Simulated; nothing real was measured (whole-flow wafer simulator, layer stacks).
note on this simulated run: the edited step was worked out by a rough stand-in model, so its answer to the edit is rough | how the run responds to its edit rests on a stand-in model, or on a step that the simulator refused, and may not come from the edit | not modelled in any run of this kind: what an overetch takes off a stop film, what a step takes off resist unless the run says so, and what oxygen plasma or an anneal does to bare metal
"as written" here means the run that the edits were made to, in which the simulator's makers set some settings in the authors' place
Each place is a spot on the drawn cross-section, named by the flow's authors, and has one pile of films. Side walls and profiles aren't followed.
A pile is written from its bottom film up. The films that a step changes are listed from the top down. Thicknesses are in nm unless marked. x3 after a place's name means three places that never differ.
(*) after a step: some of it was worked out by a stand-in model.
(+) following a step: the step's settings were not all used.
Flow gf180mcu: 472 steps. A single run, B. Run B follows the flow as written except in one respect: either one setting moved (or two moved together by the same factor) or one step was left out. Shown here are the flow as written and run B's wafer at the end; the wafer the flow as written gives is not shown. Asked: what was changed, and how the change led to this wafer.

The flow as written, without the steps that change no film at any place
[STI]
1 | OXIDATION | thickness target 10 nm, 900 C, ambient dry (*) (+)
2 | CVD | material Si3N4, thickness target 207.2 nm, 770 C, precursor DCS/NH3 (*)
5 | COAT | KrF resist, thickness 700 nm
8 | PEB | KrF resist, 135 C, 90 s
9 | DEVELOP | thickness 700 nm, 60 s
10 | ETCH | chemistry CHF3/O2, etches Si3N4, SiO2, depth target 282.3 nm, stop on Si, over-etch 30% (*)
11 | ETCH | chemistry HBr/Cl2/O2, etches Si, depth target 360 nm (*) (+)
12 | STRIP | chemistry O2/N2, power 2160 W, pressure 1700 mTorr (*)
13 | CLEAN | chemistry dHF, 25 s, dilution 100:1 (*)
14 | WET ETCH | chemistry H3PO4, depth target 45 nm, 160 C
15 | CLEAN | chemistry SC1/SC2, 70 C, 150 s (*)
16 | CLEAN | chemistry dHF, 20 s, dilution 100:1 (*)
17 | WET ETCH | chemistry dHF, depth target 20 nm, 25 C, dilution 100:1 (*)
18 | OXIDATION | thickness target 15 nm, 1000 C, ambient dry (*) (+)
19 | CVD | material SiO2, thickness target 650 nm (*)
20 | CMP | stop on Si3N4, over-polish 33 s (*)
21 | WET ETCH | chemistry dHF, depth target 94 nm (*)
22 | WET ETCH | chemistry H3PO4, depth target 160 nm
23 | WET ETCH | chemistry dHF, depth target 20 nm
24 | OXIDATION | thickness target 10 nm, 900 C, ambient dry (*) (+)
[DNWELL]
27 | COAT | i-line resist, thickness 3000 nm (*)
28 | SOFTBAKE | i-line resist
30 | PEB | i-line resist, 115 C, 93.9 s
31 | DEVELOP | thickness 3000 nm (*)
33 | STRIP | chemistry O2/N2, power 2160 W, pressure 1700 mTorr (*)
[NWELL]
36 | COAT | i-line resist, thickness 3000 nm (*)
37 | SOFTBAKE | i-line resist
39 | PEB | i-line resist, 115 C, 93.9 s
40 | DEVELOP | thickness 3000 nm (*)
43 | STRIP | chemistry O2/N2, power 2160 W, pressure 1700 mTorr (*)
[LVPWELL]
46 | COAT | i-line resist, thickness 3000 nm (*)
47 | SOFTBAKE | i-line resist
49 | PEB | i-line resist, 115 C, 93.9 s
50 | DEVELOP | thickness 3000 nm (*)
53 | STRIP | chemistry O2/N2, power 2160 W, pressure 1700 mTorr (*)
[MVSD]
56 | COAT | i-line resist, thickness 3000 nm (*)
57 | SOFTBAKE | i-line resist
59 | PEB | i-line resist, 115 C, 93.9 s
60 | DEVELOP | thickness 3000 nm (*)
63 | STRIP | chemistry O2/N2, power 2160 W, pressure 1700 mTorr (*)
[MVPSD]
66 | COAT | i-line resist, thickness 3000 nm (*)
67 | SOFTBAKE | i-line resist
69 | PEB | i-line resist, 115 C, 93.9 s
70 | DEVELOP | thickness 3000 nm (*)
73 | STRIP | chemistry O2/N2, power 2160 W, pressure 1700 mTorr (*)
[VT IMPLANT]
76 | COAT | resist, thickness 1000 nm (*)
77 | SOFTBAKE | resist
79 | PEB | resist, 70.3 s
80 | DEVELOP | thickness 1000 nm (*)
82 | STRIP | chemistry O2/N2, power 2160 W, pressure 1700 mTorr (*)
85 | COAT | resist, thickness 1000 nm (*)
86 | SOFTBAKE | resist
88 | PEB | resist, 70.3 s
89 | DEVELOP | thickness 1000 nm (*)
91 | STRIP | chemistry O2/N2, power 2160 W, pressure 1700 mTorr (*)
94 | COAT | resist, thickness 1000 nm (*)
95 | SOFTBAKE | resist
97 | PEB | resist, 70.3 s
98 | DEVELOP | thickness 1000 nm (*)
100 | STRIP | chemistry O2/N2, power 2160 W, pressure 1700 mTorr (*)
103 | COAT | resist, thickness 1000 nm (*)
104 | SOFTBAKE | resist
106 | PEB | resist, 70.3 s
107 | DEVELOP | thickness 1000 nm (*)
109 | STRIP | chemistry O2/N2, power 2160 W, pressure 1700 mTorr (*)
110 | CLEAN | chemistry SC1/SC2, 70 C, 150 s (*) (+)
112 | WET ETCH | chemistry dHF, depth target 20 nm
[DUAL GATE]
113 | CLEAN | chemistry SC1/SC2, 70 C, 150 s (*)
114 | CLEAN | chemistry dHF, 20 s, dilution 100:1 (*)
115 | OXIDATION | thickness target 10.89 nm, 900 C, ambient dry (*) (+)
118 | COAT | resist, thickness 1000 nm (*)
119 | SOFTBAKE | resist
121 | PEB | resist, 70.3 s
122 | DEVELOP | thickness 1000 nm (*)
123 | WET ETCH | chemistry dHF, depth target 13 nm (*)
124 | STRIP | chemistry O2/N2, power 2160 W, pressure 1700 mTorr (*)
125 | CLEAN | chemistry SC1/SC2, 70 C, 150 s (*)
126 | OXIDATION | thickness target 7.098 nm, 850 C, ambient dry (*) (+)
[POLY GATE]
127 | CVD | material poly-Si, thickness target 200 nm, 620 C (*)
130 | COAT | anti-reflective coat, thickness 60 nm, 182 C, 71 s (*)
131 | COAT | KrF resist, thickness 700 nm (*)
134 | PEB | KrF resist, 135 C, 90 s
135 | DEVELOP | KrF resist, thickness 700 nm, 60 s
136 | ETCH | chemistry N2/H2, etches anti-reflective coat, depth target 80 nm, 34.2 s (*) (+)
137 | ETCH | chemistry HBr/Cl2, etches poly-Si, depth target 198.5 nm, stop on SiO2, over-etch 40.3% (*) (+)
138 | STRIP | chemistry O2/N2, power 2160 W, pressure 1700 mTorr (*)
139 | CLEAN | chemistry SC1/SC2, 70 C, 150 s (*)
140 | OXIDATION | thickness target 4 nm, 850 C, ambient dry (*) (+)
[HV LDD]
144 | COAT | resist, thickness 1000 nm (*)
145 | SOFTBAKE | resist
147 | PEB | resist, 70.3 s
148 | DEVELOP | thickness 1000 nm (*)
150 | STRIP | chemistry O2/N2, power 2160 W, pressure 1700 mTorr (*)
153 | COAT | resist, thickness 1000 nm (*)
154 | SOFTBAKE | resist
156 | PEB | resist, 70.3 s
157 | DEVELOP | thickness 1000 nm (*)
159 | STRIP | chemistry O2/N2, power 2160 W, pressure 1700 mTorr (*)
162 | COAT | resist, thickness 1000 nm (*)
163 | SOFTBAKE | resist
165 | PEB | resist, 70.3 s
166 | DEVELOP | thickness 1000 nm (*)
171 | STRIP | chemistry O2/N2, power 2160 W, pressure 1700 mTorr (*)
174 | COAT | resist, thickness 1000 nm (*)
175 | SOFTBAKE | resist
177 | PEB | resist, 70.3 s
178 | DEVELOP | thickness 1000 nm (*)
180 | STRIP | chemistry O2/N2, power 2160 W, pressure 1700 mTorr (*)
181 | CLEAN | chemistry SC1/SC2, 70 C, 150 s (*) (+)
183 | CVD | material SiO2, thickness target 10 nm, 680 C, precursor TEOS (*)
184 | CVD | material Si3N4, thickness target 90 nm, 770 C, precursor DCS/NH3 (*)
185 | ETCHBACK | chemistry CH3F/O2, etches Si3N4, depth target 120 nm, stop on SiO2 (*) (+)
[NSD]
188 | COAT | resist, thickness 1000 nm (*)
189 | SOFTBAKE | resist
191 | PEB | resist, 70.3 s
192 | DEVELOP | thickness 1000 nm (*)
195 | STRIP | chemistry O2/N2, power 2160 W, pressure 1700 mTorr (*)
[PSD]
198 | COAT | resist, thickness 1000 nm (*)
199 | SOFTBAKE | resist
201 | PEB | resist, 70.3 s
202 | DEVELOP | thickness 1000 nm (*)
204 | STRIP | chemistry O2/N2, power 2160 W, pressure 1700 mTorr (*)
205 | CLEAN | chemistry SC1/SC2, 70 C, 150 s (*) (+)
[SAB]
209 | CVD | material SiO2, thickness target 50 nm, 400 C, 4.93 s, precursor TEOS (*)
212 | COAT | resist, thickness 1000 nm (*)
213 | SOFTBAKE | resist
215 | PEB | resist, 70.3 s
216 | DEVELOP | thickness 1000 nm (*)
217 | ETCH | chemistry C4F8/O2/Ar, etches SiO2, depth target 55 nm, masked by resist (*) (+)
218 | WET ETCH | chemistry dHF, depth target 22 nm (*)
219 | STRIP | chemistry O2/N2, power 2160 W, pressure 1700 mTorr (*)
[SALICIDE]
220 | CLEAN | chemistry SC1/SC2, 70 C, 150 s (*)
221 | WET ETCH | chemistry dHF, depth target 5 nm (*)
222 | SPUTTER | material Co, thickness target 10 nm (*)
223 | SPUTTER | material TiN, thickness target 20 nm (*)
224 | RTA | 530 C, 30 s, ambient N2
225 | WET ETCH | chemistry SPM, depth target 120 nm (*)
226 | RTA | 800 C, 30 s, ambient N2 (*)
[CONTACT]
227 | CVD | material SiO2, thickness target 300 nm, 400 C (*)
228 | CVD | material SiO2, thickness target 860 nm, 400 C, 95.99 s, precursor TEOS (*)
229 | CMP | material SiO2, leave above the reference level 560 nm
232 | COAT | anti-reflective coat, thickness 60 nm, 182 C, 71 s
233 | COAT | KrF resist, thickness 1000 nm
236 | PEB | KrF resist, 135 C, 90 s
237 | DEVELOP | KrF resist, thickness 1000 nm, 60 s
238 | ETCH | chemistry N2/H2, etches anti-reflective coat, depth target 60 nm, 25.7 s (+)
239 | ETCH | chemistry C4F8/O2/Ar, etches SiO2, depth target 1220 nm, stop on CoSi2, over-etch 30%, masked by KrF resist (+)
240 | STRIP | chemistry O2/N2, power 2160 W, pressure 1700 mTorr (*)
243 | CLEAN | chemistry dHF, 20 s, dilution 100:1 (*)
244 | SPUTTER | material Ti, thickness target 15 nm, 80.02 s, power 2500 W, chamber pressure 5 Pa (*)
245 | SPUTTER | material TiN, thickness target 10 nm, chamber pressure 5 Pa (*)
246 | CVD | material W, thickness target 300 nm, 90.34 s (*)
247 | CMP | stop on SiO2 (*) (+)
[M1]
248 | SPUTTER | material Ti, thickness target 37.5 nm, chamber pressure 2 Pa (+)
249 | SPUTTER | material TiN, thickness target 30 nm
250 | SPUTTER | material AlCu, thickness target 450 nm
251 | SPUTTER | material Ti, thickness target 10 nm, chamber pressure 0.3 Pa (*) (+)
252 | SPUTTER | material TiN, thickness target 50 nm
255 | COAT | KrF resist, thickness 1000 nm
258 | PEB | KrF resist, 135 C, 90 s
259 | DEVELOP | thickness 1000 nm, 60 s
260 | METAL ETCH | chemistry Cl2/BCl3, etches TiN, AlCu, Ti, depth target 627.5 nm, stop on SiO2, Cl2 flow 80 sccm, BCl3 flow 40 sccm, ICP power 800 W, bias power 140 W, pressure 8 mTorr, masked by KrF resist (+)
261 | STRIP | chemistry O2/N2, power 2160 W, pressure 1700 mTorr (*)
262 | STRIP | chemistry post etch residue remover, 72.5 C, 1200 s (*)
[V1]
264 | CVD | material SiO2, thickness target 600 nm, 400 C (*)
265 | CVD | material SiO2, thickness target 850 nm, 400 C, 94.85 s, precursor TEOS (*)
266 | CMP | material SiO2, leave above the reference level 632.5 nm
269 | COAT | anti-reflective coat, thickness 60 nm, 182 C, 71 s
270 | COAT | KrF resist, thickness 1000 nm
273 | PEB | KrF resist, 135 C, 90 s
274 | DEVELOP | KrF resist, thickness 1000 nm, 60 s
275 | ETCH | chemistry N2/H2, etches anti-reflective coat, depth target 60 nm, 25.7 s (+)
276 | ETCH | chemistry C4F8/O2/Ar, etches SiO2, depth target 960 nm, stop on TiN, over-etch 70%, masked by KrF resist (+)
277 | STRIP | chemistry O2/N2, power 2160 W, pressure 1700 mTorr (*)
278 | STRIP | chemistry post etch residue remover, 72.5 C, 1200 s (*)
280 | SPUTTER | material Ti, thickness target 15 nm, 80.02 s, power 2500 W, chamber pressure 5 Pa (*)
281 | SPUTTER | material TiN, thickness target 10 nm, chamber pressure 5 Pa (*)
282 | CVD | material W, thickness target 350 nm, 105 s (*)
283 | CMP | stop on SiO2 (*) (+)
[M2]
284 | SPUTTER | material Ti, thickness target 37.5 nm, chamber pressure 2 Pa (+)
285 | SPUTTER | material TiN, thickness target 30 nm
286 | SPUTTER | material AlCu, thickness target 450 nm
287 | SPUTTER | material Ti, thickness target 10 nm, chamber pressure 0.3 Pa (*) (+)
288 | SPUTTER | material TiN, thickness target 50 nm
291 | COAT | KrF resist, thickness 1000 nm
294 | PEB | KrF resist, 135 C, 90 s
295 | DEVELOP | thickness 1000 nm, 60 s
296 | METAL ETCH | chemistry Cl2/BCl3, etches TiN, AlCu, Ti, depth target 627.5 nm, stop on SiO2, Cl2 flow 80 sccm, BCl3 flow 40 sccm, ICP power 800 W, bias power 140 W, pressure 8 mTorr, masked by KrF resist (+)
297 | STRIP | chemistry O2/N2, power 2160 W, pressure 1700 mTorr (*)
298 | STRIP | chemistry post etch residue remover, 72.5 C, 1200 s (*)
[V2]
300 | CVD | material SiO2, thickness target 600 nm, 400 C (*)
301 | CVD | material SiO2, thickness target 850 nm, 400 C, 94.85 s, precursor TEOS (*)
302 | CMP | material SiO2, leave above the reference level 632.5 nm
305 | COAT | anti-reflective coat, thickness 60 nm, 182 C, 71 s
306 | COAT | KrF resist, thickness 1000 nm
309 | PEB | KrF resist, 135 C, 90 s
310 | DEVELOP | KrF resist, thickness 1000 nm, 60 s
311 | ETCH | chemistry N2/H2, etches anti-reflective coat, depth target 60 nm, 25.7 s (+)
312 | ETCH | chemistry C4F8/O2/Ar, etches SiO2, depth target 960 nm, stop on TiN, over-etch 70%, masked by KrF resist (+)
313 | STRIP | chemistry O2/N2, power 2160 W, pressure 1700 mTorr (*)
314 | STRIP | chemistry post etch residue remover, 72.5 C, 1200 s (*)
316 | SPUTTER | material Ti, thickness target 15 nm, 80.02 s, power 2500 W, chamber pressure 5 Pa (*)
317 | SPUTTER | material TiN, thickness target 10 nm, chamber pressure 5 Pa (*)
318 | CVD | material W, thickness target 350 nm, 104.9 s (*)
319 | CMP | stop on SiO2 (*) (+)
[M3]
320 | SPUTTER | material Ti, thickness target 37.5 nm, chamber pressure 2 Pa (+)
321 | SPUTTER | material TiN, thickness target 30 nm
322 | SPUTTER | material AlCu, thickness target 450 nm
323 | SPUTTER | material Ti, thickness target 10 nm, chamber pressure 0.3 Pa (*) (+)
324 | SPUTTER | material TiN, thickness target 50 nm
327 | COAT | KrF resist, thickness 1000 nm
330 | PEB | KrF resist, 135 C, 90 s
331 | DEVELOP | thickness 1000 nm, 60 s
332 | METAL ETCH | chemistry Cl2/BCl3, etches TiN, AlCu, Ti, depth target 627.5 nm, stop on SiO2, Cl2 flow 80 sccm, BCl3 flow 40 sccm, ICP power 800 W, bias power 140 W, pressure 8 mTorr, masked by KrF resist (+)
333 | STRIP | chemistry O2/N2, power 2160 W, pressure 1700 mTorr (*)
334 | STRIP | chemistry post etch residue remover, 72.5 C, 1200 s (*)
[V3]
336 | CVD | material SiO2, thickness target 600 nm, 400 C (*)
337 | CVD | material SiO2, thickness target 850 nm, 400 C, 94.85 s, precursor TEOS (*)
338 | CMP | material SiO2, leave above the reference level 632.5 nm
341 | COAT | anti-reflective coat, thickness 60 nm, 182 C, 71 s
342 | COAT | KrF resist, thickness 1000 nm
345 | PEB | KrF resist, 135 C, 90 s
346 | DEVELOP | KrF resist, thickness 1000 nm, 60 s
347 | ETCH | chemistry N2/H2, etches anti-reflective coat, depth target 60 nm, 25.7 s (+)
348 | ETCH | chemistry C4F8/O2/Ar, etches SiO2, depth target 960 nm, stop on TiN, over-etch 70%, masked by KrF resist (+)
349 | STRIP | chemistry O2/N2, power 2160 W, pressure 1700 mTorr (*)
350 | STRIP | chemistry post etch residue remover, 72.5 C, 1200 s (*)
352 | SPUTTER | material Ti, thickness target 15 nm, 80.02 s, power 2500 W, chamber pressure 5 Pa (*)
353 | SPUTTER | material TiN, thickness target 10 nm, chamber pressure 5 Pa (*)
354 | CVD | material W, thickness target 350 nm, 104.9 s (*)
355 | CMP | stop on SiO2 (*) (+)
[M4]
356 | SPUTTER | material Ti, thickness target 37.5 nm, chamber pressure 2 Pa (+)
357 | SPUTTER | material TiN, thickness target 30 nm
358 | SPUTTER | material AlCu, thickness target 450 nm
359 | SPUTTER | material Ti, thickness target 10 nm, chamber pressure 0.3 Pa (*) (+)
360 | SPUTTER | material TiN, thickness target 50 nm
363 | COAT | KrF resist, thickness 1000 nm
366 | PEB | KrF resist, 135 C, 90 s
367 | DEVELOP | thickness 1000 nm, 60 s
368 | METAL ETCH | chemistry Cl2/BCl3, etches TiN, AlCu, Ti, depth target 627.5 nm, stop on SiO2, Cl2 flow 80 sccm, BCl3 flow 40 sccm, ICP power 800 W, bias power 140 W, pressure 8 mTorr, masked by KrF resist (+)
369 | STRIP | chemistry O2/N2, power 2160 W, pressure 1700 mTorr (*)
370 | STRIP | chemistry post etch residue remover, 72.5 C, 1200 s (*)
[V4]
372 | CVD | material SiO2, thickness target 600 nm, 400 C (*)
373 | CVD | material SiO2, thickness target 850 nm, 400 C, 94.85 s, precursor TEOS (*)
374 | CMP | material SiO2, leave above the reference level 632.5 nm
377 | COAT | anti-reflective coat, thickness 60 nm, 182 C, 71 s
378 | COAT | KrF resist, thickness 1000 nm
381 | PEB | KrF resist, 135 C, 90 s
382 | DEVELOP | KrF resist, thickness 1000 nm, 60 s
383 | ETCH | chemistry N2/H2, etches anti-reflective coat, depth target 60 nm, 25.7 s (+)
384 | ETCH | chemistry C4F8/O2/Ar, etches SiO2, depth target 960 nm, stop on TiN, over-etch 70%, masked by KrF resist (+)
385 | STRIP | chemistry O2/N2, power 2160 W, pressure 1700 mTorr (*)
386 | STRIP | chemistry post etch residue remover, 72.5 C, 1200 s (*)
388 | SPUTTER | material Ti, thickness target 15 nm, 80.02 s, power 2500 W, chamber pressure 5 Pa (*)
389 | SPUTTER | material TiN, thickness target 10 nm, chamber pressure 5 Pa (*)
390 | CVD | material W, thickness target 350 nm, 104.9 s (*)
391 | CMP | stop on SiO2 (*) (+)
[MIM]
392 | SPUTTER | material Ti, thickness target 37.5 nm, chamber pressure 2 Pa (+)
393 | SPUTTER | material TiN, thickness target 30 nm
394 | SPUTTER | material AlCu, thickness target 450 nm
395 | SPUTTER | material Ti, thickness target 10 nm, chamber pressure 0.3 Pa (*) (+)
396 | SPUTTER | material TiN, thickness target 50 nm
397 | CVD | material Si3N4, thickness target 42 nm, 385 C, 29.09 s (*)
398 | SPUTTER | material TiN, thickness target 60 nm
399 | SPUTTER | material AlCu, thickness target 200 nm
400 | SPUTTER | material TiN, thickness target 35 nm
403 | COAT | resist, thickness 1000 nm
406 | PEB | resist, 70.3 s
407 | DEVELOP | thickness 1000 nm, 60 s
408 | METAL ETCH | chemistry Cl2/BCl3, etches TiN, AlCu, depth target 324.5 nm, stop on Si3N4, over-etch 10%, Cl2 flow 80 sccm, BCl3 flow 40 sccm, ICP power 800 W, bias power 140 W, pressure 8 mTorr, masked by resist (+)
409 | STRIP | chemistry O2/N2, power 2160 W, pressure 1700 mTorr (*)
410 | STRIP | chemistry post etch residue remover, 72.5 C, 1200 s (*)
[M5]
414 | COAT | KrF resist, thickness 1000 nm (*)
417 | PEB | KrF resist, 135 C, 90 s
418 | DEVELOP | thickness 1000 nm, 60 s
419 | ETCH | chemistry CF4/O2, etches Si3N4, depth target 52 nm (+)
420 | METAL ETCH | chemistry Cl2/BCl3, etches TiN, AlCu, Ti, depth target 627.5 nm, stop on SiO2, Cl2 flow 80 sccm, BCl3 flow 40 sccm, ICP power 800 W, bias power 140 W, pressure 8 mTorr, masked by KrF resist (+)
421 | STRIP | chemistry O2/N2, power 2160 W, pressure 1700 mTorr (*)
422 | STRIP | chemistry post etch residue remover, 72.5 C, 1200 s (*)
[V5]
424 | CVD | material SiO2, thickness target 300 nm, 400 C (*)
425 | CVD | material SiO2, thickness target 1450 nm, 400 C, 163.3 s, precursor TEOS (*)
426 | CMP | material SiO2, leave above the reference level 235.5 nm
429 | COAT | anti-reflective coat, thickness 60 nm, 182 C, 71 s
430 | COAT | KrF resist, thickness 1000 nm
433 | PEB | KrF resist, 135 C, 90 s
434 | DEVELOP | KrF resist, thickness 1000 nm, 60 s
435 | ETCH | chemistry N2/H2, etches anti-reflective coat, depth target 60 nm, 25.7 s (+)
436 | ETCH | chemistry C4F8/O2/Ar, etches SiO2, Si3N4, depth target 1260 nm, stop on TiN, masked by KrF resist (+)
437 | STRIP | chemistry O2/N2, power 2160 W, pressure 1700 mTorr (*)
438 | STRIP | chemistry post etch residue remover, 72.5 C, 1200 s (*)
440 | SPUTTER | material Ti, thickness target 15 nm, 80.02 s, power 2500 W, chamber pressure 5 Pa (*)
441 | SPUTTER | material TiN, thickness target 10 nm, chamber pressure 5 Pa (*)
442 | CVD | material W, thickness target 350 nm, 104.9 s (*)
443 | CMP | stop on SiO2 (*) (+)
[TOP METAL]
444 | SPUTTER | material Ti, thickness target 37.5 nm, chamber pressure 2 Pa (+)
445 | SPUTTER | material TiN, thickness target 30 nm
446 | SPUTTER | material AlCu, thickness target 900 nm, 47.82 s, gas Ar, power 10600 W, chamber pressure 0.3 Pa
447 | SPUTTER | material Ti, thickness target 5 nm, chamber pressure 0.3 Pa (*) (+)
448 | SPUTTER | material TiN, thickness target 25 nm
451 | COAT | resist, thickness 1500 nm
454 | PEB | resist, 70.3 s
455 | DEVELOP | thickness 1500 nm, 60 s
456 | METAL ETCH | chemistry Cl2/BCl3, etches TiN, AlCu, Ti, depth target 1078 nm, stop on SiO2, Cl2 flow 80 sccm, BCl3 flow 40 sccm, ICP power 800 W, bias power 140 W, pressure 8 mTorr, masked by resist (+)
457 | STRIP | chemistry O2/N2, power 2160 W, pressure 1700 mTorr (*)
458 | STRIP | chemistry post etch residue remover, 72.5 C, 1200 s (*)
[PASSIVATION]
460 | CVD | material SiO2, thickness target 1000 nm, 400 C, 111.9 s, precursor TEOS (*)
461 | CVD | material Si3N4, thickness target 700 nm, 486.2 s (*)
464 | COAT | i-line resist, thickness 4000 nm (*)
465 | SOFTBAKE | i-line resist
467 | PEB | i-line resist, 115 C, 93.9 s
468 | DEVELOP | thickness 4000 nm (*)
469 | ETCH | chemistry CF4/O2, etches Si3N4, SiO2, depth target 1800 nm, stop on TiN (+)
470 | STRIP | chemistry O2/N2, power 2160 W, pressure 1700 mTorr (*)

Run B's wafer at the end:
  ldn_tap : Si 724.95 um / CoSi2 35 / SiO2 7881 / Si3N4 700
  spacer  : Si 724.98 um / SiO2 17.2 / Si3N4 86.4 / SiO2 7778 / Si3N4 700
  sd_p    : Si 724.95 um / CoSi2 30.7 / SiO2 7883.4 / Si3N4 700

Cause: step 209, CVD: thickness target 70.5 nm was run, whereas the flow has thickness target 50 nm; step 209, CVD: 6.952 s was run, where the flow has 4.93 s.

The path from the change to this, step by step:
  209 | CVD | material SiO2, thickness target 50 nm, 400 C, 4.93 s, precursor TEOS (*)
      field, field__w7, field__w8 and 73 more: +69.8 SiO2 (it would be, as written: +50 SiO2)
      field_sub__w1, field_sub__w3, field_sub__w4, field_sub__w5, ld_drift_n, nplus_u: +68.3 SiO2 (it would be, as written: +48.9 SiO2)
      (also at 27 further places)
  217 | ETCH | chemistry C4F8/O2/Ar, etches SiO2, depth target 55 nm, masked by resist (*) (+)
      spacer: -55 SiO2 (it would be, as written: -50 SiO2 (all of it), -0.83 Si3N4)
  218 | WET ETCH | chemistry dHF, depth target 22 nm (*)
      ldn_tap, ldn_src, ldn_drn, ldp_tap, ldp_src, ldp_drn, ldp_gr: -34.8 SiO2 (it would be, as written: -16 SiO2 (all of it))
      ld_drn_n, ld_sd_p: -33.5 SiO2 (it would be, as written: -14.8 SiO2 (all of it))
      (also at 91 further places)
  219 | STRIP | chemistry O2/N2, power 2160 W, pressure 1700 mTorr (*)
      active_hv, active_nat, ld_sd_n and 10 more: nothing (it would be, as written: +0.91 chemical SiO2 (new film), -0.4 Si)
  220 | CLEAN | chemistry SC1/SC2, 70 C, 150 s (*)
      ld_drn_n, ld_sd_p: -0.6 SiO2 (all of it) (it would be, as written: -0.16 chemical SiO2, -0.23 Si)
      active_nat: -0.51 SiO2 (all of it) (it would be, as written: -0.16 chemical SiO2, -0.23 Si)
      (also at 1 further place)
  221 | WET ETCH | chemistry dHF, depth target 5 nm (*)
      ldn_tap, ldn_src, ldn_drn, ldp_tap, ldp_src, ldp_drn, ldp_gr: -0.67 SiO2 (all of it) (it would be, as written: -0.76 chemical SiO2 (all of it))
      active_nat, ld_drn_n, ld_sd_p: nothing (it would be, as written: -0.76 chemical SiO2 (all of it))
      (also at 2 further places)
  223 | SPUTTER | material TiN, thickness target 20 nm (*)
      field__w12: +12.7 TiN (new film) (it would be, as written: +12 TiN (new film))
      sd_p: +17.3 TiN (new film) (it would be, as written: +17.9 TiN (new film))
      (also at 1 further place)
  224 | RTA | 530 C, 30 s, ambient N2
      sd_p: under 1 film: +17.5 CoSi (new film), -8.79 Co (all of it), -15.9 Si (it would be, as written: under 1 film: +18.1 CoSi (new film), -9.09 Co (all of it), -16.5 Si)
  225 | WET ETCH | chemistry SPM, depth target 120 nm (*)
      field__w12: -12.7 TiN (all of it), -6.44 Co (all of it) (it would be, as written: -12 TiN (all of it), -6.15 Co (all of it))
      sd_p: -17.3 TiN (all of it) (it would be, as written: -17.9 TiN (all of it))
      (also at 1 further place)
  226 | RTA | 800 C, 30 s, ambient N2 (*)
      sd_p: +30.7 CoSi2 (new film), -17.5 CoSi (all of it), -15.9 Si (it would be, as written: +31.8 CoSi2 (new film), -18.1 CoSi (all of it), -16.5 Si)
  229 | CMP | material SiO2, leave above the reference level 560 nm
      ldn_sep__w1, ldn_sep__w2, ldn_dft and 8 more: -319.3 SiO2 (it would be, as written: -311 SiO2)
      sti, mim_1p0, pad, dice_street, iso_nw_fld, iso_fld_sub: -305.1 SiO2 (it would be, as written: -296.8 SiO2)
      (also at 43 further places)
